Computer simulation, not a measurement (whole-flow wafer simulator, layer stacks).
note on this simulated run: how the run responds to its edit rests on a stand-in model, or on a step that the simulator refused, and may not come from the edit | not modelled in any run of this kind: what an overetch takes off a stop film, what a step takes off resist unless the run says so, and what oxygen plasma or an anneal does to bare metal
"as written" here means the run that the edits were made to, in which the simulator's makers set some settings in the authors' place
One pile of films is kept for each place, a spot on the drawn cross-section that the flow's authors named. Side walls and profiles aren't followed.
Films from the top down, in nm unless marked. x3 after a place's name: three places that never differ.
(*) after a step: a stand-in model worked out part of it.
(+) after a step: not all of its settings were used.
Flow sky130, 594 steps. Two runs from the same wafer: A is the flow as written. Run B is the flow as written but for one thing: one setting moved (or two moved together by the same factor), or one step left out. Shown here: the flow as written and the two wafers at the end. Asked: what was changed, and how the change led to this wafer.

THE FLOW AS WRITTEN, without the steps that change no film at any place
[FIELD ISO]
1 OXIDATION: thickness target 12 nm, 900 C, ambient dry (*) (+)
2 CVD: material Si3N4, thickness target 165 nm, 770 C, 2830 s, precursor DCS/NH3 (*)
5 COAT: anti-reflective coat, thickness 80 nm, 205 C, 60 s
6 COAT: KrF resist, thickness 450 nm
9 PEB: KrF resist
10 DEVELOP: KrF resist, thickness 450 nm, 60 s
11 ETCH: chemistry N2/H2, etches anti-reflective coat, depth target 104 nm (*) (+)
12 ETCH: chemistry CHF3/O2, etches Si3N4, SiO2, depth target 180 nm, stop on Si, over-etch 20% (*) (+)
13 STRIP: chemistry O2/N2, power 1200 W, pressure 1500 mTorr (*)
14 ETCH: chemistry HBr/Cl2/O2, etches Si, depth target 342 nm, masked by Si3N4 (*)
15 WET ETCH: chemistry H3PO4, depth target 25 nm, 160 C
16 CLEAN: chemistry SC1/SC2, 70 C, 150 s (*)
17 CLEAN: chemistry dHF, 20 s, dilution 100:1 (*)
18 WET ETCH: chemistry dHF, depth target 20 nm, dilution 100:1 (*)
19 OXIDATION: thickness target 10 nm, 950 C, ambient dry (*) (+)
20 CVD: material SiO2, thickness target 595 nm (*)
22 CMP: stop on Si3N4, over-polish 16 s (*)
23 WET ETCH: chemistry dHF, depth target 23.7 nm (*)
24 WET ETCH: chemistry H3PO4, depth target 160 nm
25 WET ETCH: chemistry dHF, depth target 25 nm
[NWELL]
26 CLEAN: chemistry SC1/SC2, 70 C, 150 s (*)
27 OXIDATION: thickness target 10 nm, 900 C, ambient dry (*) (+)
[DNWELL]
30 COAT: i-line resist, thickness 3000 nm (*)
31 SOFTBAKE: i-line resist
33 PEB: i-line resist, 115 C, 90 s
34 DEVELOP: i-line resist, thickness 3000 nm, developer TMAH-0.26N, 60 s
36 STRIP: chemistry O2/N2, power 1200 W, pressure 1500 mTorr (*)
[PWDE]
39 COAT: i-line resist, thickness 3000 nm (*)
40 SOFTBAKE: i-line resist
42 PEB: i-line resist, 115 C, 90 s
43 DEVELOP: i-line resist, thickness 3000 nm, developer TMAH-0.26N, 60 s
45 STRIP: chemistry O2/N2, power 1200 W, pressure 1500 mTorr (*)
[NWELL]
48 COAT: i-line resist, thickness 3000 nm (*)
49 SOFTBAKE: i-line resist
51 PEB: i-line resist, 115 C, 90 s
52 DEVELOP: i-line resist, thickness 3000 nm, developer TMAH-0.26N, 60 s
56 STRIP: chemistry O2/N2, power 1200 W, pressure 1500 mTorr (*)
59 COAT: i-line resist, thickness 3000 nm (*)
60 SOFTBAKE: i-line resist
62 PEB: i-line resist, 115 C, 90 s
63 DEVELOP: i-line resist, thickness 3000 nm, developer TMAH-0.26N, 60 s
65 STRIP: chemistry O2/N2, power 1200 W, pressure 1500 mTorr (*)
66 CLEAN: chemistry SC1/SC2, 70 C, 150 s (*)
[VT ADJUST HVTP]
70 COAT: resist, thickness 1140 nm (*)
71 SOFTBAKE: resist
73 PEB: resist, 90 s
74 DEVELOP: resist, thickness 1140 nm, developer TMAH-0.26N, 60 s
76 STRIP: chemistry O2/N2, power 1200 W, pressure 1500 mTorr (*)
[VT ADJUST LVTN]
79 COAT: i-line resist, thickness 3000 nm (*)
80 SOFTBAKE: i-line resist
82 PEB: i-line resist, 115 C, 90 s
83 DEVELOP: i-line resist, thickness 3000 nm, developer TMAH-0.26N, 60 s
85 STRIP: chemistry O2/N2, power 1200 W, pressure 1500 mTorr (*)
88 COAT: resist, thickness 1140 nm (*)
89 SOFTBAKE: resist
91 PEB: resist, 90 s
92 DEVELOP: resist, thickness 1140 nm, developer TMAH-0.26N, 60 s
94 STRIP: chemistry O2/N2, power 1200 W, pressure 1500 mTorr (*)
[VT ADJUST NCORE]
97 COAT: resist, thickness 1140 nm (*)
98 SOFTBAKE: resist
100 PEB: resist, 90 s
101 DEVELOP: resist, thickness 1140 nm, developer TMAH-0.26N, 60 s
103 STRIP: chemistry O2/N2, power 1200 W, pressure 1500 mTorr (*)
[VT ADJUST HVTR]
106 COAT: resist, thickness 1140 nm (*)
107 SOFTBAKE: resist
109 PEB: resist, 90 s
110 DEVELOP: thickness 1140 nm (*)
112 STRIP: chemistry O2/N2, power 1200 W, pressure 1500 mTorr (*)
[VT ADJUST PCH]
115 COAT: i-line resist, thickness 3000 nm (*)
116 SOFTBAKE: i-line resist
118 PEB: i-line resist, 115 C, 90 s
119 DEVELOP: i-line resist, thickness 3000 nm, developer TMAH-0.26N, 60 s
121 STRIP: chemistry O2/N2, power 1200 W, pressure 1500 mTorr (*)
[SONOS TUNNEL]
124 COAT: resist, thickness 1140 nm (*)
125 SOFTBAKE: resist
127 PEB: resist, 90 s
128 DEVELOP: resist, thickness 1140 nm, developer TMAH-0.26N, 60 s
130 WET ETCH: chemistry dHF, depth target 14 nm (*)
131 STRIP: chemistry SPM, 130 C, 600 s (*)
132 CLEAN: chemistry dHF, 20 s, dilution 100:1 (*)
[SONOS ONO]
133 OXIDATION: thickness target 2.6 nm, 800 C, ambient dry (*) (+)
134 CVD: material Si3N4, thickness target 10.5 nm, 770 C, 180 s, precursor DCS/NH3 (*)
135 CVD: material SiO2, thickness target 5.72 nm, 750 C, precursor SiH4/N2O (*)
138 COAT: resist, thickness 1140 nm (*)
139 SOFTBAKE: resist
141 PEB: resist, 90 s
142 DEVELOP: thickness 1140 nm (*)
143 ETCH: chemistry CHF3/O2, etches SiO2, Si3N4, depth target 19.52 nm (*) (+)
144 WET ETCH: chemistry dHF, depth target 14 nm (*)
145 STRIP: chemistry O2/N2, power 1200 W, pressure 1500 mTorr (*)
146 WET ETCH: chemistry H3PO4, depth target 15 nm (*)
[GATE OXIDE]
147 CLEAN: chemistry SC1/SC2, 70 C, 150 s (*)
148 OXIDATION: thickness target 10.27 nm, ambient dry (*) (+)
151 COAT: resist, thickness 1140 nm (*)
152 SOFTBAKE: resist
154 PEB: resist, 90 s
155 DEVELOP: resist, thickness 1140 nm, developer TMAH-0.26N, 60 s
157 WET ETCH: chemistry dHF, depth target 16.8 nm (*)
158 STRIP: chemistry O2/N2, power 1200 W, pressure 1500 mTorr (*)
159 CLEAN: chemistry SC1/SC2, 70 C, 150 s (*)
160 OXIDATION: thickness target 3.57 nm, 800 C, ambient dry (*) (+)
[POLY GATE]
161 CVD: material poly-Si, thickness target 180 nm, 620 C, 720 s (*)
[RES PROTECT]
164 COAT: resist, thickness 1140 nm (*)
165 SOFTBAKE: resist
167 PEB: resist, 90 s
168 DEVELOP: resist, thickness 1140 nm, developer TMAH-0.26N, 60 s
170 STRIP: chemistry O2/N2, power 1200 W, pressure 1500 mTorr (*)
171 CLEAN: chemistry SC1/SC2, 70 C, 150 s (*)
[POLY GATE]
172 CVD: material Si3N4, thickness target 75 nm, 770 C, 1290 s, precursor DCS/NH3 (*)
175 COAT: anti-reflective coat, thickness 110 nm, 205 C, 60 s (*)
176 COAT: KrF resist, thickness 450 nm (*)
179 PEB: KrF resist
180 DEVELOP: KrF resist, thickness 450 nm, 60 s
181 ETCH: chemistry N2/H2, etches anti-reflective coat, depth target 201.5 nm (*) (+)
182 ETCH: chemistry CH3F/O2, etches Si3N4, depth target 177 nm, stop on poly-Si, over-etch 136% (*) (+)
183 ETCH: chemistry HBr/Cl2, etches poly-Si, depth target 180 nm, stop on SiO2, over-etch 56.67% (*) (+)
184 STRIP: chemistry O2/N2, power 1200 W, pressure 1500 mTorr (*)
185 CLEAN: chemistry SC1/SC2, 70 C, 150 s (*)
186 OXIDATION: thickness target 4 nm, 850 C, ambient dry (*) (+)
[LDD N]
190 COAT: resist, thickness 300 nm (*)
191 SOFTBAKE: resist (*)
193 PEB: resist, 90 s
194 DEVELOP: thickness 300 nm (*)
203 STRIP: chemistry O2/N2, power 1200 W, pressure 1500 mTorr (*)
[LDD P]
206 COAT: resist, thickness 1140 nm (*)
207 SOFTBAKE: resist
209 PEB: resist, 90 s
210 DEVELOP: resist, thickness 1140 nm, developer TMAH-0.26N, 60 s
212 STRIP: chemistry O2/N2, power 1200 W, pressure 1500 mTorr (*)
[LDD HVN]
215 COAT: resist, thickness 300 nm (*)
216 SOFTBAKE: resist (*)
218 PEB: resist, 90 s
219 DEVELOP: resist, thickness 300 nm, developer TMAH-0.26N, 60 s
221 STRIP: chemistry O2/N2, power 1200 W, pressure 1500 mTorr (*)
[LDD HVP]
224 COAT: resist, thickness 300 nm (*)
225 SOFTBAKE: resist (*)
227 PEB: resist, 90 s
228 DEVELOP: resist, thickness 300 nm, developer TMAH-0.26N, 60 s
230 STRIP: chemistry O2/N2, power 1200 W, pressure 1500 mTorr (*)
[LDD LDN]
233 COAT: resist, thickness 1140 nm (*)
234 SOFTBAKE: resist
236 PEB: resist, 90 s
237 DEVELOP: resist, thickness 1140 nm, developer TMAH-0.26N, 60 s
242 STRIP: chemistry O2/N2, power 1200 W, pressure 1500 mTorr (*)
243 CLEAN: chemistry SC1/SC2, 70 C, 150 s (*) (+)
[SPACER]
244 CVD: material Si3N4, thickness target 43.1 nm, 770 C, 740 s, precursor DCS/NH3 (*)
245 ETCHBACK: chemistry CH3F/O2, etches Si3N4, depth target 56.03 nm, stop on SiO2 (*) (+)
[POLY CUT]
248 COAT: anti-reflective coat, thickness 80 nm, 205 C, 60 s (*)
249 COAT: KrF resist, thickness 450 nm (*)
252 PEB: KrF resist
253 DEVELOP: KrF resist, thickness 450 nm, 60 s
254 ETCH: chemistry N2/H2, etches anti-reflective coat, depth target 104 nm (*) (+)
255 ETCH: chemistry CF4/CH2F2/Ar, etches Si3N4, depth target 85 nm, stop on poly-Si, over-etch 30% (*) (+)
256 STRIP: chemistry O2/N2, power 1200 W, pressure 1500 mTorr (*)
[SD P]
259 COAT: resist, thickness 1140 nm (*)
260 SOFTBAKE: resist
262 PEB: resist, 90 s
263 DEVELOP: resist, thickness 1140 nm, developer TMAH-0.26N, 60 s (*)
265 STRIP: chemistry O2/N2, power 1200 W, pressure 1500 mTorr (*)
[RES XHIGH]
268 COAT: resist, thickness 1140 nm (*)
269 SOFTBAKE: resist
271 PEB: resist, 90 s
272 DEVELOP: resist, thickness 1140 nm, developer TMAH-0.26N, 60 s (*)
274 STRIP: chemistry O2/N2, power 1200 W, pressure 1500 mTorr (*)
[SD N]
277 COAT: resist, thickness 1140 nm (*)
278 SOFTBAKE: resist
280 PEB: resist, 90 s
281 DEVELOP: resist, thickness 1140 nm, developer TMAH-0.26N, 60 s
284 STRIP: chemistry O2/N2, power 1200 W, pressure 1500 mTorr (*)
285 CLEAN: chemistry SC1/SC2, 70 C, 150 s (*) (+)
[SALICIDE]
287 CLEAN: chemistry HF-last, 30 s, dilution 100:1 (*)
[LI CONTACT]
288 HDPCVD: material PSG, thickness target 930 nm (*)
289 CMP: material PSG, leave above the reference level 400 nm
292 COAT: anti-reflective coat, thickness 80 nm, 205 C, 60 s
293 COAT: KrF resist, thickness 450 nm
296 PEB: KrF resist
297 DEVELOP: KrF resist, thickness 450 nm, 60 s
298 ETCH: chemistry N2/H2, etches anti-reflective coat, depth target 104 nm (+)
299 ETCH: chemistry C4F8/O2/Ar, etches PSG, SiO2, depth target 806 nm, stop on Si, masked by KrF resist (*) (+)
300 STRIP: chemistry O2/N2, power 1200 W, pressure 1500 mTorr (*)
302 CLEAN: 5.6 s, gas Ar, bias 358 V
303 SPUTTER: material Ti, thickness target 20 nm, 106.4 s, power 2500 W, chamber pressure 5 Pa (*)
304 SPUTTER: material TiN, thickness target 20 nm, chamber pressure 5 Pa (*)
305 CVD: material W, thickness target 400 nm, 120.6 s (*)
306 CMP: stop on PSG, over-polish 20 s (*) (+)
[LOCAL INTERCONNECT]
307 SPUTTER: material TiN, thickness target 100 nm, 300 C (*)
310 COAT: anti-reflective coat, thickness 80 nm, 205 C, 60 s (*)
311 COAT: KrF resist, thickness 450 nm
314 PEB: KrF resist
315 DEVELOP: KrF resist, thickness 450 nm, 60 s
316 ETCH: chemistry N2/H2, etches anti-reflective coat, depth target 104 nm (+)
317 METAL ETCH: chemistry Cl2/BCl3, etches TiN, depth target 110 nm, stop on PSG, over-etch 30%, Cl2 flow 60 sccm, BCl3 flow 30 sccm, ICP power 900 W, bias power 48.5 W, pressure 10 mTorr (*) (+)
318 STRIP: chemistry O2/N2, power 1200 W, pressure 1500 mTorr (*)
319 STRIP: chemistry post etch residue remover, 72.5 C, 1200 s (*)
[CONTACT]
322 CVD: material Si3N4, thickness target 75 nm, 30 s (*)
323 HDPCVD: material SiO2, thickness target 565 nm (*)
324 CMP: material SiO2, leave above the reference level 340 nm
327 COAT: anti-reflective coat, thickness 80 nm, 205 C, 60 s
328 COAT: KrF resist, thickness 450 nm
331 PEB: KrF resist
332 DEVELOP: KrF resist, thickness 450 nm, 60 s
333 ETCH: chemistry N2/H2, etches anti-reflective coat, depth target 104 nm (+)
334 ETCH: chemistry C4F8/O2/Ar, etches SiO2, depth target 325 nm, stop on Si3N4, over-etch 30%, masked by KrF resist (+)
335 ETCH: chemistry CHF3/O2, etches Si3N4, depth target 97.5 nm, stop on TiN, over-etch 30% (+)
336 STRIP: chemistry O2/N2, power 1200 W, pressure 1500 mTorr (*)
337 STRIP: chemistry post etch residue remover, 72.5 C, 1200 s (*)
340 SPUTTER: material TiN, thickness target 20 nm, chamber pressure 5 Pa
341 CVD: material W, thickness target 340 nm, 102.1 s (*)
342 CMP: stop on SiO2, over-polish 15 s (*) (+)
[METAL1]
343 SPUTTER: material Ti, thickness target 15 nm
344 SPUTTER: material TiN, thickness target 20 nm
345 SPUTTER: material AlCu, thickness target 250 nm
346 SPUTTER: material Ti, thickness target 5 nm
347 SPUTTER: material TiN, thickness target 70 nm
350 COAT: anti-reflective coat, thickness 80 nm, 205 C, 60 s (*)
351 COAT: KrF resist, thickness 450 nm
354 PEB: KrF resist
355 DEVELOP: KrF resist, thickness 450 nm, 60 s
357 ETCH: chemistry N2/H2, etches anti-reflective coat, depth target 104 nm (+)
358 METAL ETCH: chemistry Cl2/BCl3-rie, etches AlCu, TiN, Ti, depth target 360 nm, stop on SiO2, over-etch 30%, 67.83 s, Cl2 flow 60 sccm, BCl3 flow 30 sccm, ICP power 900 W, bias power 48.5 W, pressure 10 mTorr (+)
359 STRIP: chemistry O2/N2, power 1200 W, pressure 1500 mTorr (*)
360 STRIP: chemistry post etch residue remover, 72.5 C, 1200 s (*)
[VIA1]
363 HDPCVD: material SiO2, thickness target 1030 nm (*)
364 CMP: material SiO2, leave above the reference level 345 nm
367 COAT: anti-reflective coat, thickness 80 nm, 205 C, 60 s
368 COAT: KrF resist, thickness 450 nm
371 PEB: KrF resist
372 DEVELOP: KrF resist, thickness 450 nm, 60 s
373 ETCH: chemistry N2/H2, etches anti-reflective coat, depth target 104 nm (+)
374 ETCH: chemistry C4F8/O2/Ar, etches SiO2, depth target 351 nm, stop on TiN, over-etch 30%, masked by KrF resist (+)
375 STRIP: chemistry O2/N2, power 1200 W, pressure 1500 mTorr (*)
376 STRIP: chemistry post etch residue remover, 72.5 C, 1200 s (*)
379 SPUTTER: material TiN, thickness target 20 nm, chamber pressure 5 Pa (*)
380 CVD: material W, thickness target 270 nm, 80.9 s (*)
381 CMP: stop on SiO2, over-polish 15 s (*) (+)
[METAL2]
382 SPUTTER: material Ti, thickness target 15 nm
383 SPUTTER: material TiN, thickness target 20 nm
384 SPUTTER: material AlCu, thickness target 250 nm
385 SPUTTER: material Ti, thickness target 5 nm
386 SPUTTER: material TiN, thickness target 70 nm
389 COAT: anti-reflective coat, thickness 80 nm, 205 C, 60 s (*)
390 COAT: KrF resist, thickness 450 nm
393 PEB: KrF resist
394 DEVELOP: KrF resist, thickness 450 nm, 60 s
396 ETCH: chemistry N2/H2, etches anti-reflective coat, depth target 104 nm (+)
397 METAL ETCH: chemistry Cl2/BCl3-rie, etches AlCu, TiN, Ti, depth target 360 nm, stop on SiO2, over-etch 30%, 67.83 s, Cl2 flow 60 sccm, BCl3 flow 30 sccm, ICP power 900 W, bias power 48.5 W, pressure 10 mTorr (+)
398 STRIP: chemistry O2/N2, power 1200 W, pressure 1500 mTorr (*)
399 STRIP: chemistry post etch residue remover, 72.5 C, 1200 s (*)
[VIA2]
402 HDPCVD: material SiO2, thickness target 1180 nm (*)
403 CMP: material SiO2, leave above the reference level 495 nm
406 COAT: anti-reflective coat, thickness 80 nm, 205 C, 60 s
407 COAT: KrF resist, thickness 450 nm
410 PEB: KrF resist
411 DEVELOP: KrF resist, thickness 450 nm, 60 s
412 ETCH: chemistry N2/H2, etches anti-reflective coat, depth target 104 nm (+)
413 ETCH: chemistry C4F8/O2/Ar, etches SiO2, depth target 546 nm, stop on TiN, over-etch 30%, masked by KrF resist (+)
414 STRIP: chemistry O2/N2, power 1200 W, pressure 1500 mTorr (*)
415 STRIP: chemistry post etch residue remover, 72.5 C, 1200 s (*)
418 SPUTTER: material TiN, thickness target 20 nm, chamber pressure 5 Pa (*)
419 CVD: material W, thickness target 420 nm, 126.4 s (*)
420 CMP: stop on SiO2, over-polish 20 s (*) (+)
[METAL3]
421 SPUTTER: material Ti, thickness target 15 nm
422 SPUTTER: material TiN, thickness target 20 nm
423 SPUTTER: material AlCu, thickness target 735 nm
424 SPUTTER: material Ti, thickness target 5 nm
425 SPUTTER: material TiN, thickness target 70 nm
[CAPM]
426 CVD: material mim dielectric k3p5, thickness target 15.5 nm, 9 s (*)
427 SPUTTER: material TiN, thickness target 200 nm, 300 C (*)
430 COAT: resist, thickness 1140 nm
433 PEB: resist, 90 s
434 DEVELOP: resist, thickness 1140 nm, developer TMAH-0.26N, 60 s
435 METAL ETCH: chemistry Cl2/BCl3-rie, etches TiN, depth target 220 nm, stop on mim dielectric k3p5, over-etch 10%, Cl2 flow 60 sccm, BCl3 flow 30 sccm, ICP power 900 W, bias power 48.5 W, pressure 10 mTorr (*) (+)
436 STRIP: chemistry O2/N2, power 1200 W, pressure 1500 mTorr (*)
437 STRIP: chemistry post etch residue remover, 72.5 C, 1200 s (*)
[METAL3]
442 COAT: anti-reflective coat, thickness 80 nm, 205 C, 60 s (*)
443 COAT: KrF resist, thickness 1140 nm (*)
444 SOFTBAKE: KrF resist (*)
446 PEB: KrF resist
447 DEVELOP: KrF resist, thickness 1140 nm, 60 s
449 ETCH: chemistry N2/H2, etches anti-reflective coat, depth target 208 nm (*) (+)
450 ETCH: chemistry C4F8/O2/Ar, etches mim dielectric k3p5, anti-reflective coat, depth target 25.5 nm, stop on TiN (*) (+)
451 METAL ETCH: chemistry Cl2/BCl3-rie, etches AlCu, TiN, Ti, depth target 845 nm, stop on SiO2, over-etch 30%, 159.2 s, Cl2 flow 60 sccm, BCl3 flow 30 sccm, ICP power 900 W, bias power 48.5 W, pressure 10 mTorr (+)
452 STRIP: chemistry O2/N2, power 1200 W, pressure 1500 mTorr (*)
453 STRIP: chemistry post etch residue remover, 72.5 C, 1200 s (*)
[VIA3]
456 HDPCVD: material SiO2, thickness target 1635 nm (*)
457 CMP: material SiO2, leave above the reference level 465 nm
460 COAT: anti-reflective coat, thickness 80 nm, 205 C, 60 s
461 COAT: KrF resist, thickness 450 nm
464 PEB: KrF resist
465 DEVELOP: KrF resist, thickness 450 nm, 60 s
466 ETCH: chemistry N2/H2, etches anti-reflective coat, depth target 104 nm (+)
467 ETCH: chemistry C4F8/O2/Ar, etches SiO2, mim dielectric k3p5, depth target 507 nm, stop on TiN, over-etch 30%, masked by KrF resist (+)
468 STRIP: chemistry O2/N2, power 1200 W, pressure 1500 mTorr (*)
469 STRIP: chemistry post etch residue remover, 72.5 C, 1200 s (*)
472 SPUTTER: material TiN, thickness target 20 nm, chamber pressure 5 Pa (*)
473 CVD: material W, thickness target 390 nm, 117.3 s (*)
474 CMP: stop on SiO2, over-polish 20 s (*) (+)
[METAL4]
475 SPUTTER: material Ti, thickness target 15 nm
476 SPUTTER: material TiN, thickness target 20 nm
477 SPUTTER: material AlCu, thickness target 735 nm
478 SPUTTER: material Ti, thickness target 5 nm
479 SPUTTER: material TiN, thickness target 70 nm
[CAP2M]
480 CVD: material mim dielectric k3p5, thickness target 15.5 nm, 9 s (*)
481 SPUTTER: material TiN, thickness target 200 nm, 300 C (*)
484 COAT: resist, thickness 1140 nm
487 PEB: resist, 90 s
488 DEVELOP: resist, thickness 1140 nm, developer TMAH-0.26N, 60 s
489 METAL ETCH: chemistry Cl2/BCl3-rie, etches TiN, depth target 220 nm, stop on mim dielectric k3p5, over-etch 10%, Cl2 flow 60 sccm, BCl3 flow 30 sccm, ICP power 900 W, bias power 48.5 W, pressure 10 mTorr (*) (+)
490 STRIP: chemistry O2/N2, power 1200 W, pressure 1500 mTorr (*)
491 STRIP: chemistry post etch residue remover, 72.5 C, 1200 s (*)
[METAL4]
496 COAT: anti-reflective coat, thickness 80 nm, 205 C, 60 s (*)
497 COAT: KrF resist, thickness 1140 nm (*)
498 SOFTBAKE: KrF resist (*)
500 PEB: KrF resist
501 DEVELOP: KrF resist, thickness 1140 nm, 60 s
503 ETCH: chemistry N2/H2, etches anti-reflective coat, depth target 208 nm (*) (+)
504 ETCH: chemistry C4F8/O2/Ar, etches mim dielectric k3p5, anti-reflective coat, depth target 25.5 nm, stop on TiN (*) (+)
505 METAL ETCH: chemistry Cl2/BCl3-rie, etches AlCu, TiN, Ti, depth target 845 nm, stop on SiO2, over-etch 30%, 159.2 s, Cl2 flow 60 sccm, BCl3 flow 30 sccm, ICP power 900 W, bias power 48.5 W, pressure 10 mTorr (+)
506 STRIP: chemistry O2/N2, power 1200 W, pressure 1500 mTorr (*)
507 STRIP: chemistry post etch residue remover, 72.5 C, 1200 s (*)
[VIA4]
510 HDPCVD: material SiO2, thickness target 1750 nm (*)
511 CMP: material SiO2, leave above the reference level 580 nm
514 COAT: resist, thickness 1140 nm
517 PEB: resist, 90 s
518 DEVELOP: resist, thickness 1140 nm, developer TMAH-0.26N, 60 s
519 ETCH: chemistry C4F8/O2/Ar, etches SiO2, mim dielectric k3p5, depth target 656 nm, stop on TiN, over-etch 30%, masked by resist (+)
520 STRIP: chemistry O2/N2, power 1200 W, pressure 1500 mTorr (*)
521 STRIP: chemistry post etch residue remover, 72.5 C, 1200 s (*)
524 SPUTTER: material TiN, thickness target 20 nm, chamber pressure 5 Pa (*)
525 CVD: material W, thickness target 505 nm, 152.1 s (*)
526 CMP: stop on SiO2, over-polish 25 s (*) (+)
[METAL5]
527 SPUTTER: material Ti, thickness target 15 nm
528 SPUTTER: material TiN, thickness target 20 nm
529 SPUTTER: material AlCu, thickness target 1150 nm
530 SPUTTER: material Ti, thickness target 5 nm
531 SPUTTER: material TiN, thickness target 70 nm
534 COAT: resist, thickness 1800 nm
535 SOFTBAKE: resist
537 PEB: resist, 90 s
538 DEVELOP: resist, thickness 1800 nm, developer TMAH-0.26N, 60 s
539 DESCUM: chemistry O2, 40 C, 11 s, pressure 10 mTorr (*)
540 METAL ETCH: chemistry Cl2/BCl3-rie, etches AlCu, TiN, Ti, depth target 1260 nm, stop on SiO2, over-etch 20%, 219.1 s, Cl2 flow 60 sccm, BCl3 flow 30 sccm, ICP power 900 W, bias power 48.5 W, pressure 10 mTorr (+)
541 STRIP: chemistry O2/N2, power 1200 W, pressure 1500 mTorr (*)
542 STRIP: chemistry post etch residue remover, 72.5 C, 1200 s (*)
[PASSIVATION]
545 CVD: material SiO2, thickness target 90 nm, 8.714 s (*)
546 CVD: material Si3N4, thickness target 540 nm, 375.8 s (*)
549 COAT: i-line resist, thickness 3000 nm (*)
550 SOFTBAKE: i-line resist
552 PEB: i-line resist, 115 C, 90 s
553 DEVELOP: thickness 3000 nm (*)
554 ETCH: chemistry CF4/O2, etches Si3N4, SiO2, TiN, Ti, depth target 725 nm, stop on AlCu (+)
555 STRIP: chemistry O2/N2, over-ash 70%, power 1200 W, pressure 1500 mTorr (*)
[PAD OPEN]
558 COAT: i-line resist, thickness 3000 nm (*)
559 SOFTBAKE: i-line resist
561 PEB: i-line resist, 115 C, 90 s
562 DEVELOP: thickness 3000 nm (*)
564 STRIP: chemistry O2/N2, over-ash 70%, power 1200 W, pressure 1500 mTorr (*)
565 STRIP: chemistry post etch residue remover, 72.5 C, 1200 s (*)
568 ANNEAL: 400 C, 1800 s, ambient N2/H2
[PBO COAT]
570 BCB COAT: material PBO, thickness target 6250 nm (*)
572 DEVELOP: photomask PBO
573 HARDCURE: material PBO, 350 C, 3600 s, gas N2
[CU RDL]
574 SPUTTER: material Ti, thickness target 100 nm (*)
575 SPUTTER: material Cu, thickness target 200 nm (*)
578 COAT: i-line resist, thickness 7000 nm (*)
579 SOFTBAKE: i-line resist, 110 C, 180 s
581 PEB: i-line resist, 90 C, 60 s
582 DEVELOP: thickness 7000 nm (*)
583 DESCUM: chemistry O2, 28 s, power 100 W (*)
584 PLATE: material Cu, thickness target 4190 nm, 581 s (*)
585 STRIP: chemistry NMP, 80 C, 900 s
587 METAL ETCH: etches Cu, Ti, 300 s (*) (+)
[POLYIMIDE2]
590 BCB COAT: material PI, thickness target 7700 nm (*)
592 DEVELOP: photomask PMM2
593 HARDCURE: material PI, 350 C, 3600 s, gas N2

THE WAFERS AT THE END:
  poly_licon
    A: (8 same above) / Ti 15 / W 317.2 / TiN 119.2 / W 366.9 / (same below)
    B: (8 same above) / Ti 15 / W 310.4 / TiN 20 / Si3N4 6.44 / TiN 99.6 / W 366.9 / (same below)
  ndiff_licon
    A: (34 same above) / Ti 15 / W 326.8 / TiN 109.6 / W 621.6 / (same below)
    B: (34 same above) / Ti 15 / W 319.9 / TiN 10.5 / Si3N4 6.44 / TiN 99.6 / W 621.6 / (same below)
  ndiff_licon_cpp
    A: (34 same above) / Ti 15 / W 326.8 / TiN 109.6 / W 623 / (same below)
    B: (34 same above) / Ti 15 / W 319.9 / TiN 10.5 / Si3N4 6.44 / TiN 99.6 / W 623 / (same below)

The cause: step 335, ETCH: depth target 68.2 nm was run, where the flow has depth target 97.5 nm.

How the change led to this, step by step:
  335 ETCH: chemistry CHF3/O2, etches Si3N4, depth target 97.5 nm, stop on TiN, over-etch 30% (+)
      poly_licon, ndiff_licon, ndiff_licon_cpp, rpo_hd_licon: A Si3N4 -75 (all of it) | B Si3N4 -68.2
      field, active, n_well and 184 more: A KrF resist -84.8 | B KrF resist -59.3
  336 STRIP: chemistry O2/N2, power 1200 W, pressure 1500 mTorr (*)
      field, active, n_well and 184 more: A KrF resist -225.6 (all of it), anti-reflective coat -80 (all of it) | B KrF resist -251.1 (all of it), anti-reflective coat -80 (all of it)
  340 SPUTTER: material TiN, thickness target 20 nm, chamber pressure 5 Pa
      ndiff_licon, ndiff_licon_cpp, rpo_hd_licon: A TiN +10.4 | B TiN +10.5 (new film)
      poly_licon: A TiN +20 | B TiN +20 (new film)
  342 CMP: stop on SiO2, over-polish 15 s (*) (+)
      poly_licon: A W -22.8 | B W -29.6
Counting metal films that touch as one body, poly_licon has 3 bodies (between them, from the top down: Si3N4 6.44; void 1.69); the flow as written gives 2 bodies (between them, from the top down: void 1.69).
Counting metal films that touch as one body, ndiff_licon has 7 bodies (between them, from the top down: SiO2 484 / mim dielectric k3p5 15.5; SiO2 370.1 / mim dielectric k3p5 15.5; SiO2 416; SiO2 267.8; Si3N4 6.44; void 1.67); the flow as written gives 6 bodies (between them, from the top down: SiO2 484 / mim dielectric k3p5 15.5; SiO2 370.1 / mim dielectric k3p5 15.5; SiO2 416; SiO2 267.8; void 1.67).
Counting metal films that touch as one body, ndiff_licon_cpp has 7 bodies (between them, from the top down: SiO2 484 / mim dielectric k3p5 15.5; SiO2 370.1 / mim dielectric k3p5 15.5; SiO2 416; SiO2 267.8; Si3N4 6.44; void 1.67); the flow as written gives 6 bodies (between them, from the top down: SiO2 484 / mim dielectric k3p5 15.5; SiO2 370.1 / mim dielectric k3p5 15.5; SiO2 416; SiO2 267.8; void 1.67).
